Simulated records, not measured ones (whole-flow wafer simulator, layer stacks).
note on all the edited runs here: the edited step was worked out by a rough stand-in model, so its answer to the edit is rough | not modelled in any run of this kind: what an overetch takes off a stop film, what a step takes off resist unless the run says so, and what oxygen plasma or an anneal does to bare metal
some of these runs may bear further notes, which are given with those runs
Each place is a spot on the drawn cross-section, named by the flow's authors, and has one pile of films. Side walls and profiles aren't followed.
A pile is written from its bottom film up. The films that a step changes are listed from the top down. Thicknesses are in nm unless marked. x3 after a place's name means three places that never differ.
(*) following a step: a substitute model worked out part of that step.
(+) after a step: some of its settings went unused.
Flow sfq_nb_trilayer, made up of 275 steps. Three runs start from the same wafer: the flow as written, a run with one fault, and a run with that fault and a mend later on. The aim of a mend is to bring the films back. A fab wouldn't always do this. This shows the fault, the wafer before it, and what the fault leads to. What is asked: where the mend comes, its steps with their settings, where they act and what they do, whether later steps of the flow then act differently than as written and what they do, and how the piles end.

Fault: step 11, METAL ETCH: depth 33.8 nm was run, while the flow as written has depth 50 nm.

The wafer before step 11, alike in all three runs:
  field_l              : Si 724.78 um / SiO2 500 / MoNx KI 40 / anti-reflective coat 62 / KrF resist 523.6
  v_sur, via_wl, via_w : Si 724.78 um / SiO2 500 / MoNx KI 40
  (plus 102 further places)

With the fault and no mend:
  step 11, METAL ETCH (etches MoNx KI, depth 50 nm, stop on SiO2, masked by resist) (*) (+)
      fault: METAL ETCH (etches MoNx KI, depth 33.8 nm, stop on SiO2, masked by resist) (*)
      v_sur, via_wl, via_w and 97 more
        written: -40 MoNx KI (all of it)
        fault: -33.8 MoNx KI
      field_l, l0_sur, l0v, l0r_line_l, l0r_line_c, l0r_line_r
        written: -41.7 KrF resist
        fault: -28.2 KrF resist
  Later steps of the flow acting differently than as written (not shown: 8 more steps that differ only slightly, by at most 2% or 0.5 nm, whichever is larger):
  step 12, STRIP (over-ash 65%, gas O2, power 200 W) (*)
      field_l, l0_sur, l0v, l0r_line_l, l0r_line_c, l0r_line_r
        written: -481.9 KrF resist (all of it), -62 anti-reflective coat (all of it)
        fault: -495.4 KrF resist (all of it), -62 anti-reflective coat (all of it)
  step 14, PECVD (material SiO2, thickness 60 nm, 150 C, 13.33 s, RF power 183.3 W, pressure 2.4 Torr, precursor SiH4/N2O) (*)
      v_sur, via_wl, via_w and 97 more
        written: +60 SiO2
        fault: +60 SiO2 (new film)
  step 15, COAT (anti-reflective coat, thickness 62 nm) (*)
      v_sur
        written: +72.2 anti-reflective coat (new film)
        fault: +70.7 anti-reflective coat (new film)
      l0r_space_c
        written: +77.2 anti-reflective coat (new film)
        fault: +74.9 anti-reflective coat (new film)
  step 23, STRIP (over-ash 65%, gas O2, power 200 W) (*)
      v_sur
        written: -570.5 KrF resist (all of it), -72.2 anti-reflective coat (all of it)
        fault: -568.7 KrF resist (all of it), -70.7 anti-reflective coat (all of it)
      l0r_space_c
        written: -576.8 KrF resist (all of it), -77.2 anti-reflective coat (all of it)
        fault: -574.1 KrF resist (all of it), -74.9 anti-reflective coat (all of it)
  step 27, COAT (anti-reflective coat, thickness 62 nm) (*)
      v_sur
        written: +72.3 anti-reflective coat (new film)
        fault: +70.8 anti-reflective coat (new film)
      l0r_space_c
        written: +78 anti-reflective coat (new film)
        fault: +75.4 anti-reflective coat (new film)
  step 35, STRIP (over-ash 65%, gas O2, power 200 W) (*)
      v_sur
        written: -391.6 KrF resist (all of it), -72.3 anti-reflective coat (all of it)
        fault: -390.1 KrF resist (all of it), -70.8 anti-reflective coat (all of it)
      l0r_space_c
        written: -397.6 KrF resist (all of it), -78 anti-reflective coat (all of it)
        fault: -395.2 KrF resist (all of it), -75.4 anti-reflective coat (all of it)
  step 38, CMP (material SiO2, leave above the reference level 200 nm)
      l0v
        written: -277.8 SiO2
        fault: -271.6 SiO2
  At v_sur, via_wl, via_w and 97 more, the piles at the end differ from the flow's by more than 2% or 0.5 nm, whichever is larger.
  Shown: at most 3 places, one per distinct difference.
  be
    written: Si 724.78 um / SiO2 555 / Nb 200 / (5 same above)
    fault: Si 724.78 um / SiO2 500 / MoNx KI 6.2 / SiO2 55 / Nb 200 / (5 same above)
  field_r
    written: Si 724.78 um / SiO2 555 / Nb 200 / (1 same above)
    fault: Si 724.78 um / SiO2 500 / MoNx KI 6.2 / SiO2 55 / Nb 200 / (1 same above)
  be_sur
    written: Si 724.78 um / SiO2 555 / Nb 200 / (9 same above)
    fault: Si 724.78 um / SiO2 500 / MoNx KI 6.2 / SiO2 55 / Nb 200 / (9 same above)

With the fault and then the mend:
  The mend stands after step 12.
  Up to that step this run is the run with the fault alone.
  step 12a, COAT (anti-reflective coat, thickness 62 nm) (*) (a further turn of the flow's step 4)
      p4_fl x3, p4_w1 x9, p4_g1 x2 and 59 more
        +62 anti-reflective coat (new film)
      gap, jj_sur, ce_l and 6 more
        +63.4 anti-reflective coat (new film)
      wire, be, be_sur, r_end, moat, field_r
        +63.5 anti-reflective coat (new film)
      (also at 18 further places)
  step 12b, COAT (KrF resist, thickness 600 nm) (*) (a further turn of the flow's step 5)
      p4_fl x3, p4_w1 x9, p4_g1 x2 and 59 more
        +600 KrF resist (new film)
      jj_sur, ce_l, c5j, ce_r, sp_r, be_r, r_sur, res
        +605.7 KrF resist (new film)
      be_sur, gap, r_end
        +605.8 KrF resist (new film)
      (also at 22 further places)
  step 12c, SOFTBAKE (KrF resist) (a further turn of the flow's step 6)
      leaves every film unchanged at each place that is followed
  step 12d, EXPOSE (photomask L0, dose 11.59 mJ/cm2, NA 0.6, wavelength 248 nm) (*) (a further turn of the flow's step 7)
      leaves every film unchanged at each place that is followed
  step 12e, PEB (KrF resist, 90 s) (a further turn of the flow's step 8)
      p4_fl x3, p4_w1 x9, p4_g1 x2 and 62 more
        -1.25 KrF resist
      v_sur, via_w, via_wr and 22 more
        -1.27 KrF resist
      field_l, l0_sur, l0v
        -1.24 KrF resist
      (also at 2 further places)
  step 12f, DEVELOP (KrF resist, thickness 600 nm, 60 s) (a further turn of the flow's step 9)
      p4_fl x3, p4_w1 x9, p4_g1 x2 and 59 more
        -598.7 KrF resist (all of it)
      jj_sur, ce_l, c5j, ce_r, sp_r, be_r, r_sur
        -604.4 KrF resist (all of it)
      field_l, l0_sur, l0v, l0r_line_l, l0r_line_c, l0r_line_r
        -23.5 KrF resist
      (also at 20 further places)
  step 12g, METAL ETCH (etches anti-reflective coat, depth 125 nm, masked by resist) (*) (+) (a further turn of the flow's step 10)
      p4_fl x3, p4_w1 x9, p4_g1 x2 and 59 more
        -62 anti-reflective coat (all of it)
      gap, jj_sur, ce_l and 6 more
        -63.4 anti-reflective coat (all of it)
      field_l, l0_sur, l0v, l0r_line_l, l0r_line_c, l0r_line_r
        -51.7 KrF resist
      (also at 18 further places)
  step 12h, METAL ETCH (etches MoNx KI, depth 16.2 nm, stop on SiO2, masked by resist) (+) (a further turn of the flow's step 11, with different settings)
      v_sur, via_wl, via_w and 97 more
        -6.2 MoNx KI (all of it)
      field_l, l0_sur, l0v, l0r_line_l, l0r_line_c, l0r_line_r
        -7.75 KrF resist
  step 12i, STRIP (over-ash 65%, gas O2, power 200 W) (*) (a further turn of the flow's step 12)
      l0r_line_l, l0r_line_c, l0r_line_r
        -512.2 KrF resist (all of it), -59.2 anti-reflective coat (all of it)
      field_l
        -508 KrF resist (all of it), -57.2 anti-reflective coat (all of it)
      l0_sur
        -509.4 KrF resist (all of it), -54.8 anti-reflective coat (all of it)
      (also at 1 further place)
  Every later step of the flow that is run acts as written at every place that is followed.
  By the end, the piles equal the flow's at every place that both follow.
